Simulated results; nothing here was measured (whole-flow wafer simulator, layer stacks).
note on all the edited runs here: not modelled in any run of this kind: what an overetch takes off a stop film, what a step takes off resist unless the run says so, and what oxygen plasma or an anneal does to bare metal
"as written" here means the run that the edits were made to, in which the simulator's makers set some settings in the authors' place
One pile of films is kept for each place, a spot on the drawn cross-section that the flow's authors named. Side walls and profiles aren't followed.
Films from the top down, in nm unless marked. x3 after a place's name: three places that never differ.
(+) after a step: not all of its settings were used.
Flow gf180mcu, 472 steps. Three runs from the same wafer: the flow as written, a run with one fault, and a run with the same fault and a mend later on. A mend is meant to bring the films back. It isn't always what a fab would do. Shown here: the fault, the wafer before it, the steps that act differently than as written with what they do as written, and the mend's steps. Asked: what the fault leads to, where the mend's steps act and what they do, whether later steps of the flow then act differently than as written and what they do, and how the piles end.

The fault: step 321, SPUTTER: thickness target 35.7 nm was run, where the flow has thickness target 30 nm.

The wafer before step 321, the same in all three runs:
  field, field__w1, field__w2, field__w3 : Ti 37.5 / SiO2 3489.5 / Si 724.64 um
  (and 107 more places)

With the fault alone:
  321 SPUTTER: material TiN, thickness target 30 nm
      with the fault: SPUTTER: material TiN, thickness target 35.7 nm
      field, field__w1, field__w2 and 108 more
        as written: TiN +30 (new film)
        with the fault: TiN +35.7 (new film)
  Later steps of the flow that act differently than as written (1 more step differs only slightly, by at most 2% or 0.5 nm, whichever is larger, and isn't shown):
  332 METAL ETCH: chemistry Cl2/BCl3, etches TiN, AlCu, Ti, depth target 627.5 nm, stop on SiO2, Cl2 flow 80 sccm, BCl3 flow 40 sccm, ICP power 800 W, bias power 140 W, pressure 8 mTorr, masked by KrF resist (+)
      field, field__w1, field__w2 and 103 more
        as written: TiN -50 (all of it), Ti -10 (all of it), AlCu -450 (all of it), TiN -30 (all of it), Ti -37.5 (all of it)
        with the fault: TiN -50 (all of it), Ti -10 (all of it), AlCu -450 (all of it), TiN -35.7 (all of it), Ti -37.5 (all of it)
  At the end the piles differ from the flow's by more than 2% or 0.5 nm, whichever is larger, at field__w8, contact, m1, m1__w1, m1_nw.
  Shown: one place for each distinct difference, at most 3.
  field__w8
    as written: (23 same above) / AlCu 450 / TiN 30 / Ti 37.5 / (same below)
    with the fault: (23 same above) / AlCu 450 / TiN 35.7 / Ti 37.5 / (same below)
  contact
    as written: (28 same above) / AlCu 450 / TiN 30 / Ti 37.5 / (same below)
    with the fault: (28 same above) / AlCu 450 / TiN 35.7 / Ti 37.5 / (same below)

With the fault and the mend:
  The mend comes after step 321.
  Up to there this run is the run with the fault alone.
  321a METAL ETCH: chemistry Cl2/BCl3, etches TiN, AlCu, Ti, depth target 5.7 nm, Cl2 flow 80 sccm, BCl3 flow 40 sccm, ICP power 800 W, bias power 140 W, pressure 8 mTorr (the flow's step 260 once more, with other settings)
      field, field__w1, field__w2 and 108 more
        TiN -5.7
  No later step of the flow acts differently than as written at any place that is followed.
  At the end the piles are the same as the flow's at every place that both follow.
